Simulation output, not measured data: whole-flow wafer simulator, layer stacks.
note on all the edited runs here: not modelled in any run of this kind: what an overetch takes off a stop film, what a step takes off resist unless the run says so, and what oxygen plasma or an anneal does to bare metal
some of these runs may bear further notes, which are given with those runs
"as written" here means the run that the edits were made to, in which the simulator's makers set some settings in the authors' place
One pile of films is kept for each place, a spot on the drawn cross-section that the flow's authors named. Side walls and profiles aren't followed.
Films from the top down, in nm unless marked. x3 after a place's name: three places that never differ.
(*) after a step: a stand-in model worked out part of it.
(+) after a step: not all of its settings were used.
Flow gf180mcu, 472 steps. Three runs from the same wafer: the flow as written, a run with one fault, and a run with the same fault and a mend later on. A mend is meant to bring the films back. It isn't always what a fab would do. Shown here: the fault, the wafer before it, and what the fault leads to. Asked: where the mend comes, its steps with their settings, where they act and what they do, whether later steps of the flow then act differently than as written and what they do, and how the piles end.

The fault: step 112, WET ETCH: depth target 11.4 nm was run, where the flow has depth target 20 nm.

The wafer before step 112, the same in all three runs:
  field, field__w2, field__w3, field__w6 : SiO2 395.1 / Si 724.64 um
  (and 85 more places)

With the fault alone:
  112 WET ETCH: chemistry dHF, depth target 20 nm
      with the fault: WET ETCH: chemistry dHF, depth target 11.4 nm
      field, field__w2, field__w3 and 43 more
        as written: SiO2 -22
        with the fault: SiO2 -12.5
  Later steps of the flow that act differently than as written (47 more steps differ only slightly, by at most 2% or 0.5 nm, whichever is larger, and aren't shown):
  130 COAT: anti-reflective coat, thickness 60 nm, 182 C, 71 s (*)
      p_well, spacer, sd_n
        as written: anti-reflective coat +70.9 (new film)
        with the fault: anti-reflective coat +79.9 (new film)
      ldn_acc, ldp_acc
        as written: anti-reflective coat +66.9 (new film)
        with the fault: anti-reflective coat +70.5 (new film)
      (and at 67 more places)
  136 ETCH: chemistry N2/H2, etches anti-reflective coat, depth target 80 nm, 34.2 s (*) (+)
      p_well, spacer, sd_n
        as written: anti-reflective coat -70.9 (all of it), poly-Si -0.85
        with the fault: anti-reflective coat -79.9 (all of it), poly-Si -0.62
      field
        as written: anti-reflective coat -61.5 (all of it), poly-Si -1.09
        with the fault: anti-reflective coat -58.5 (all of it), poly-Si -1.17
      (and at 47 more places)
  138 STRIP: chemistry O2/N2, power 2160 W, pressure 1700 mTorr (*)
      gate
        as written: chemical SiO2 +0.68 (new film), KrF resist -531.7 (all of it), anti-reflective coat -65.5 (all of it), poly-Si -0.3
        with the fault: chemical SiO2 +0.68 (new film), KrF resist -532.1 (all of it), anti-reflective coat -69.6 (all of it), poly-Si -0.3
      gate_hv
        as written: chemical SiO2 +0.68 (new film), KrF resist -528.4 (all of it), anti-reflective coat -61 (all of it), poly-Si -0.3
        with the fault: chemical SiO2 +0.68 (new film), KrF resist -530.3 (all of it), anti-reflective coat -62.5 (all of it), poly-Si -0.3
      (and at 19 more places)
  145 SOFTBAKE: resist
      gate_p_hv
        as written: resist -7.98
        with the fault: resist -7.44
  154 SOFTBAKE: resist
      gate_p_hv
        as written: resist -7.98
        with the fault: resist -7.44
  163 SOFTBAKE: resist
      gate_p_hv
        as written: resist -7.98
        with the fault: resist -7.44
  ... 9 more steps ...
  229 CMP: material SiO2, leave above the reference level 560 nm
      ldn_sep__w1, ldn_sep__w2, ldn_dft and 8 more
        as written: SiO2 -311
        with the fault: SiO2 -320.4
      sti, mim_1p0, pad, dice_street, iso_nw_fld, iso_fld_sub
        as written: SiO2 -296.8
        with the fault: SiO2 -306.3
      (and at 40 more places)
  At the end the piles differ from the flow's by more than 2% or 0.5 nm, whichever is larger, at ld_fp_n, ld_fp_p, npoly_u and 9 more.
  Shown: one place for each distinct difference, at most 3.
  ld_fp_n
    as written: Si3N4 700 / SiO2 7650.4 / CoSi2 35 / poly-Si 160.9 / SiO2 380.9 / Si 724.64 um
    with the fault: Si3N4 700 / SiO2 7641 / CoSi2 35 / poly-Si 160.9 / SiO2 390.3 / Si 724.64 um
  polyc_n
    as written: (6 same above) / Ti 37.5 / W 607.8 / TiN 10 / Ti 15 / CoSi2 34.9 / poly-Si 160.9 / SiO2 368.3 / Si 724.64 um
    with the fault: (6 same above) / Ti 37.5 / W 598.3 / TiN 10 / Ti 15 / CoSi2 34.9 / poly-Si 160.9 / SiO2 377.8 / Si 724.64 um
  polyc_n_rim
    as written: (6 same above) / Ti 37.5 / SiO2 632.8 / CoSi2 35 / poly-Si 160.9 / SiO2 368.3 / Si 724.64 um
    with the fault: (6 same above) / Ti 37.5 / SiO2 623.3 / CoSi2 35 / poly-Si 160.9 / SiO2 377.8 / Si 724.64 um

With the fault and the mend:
  The mend comes after step 112.
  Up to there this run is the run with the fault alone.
  112a WET ETCH: chemistry dHF, depth target 8.6 nm (the flow's step 112 once more, with other settings)
      field, field__w2, field__w3 and 43 more
        SiO2 -8.6
  Later steps of the flow that act differently than as written (56 more steps differ only slightly, by at most 2% or 0.5 nm, whichever is larger, and aren't shown):
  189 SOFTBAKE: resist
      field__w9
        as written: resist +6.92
        with the mend: resist -3.07
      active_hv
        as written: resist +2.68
        with the mend: resist -0.53
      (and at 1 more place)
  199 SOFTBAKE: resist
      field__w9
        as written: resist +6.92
        with the mend: resist -3.07
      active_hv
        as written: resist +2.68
        with the mend: resist -0.53
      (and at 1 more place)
  At the end the piles differ from the flow's only slightly at the places that both follow, by at most 2% or 0.5 nm, whichever is larger.
